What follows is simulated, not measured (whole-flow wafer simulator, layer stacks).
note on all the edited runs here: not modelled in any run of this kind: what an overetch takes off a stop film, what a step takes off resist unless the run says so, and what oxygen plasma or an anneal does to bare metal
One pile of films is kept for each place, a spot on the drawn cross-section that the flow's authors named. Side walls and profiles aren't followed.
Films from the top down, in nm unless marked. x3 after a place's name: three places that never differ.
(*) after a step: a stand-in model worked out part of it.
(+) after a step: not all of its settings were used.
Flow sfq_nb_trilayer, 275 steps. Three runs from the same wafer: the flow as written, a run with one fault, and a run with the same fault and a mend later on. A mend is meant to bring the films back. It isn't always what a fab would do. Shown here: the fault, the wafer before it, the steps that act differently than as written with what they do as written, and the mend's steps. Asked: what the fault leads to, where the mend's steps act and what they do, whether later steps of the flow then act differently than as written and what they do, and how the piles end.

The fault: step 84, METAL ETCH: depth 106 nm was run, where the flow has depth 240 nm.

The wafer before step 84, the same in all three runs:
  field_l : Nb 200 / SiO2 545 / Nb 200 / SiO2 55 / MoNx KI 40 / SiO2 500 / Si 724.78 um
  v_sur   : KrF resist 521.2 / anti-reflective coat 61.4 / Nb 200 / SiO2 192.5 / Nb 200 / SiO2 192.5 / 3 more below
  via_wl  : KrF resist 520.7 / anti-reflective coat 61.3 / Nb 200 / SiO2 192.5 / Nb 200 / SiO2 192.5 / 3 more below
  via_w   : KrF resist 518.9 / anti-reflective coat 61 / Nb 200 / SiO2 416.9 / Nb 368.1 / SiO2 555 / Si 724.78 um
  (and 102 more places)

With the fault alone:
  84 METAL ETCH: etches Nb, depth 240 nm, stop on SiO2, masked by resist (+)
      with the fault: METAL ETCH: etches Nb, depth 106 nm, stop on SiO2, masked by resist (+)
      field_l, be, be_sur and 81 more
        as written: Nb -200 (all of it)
        with the fault: Nb -106
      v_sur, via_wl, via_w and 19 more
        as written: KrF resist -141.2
        with the fault: KrF resist -62.4
  Later steps of the flow that act differently than as written:
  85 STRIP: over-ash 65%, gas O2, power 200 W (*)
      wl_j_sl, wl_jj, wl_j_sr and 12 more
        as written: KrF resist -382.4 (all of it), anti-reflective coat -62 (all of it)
        with the fault: KrF resist -461.2 (all of it), anti-reflective coat -62 (all of it)
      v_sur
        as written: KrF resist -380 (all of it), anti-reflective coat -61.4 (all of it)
        with the fault: KrF resist -458.9 (all of it), anti-reflective coat -61.4 (all of it)
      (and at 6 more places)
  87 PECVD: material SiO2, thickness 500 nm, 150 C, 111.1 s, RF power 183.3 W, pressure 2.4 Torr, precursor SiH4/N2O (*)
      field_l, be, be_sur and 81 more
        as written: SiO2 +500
        with the fault: SiO2 +500 (new film)
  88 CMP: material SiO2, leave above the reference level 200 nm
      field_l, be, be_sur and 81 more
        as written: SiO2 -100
        with the fault: SiO2 -194
  At the end the piles differ from the flow's by more than 2% or 0.5 nm, whichever is larger, at field_l, be, be_sur and 81 more.
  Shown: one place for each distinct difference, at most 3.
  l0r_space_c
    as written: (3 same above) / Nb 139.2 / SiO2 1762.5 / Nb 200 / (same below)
    with the fault: (3 same above) / Nb 139.2 / SiO2 1083.5 / Nb 94 / SiO2 585 / Nb 200 / (same below)
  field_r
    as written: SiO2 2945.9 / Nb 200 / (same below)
    with the fault: SiO2 2266.9 / Nb 94 / SiO2 585 / Nb 200 / (same below)
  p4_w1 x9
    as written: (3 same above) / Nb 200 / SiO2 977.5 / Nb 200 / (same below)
    with the fault: (3 same above) / Nb 200 / SiO2 298.5 / Nb 94 / SiO2 585 / Nb 200 / (same below)

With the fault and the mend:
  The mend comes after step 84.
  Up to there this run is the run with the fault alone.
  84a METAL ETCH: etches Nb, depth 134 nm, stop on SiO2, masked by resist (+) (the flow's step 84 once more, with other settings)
      field_l, be, be_sur and 81 more
        Nb -94 (all of it)
      v_sur, via_wl, via_w and 19 more
        KrF resist -78.8
  No later step of the flow acts differently than as written at any place that is followed.
  At the end the piles are the same as the flow's at every place that both follow.
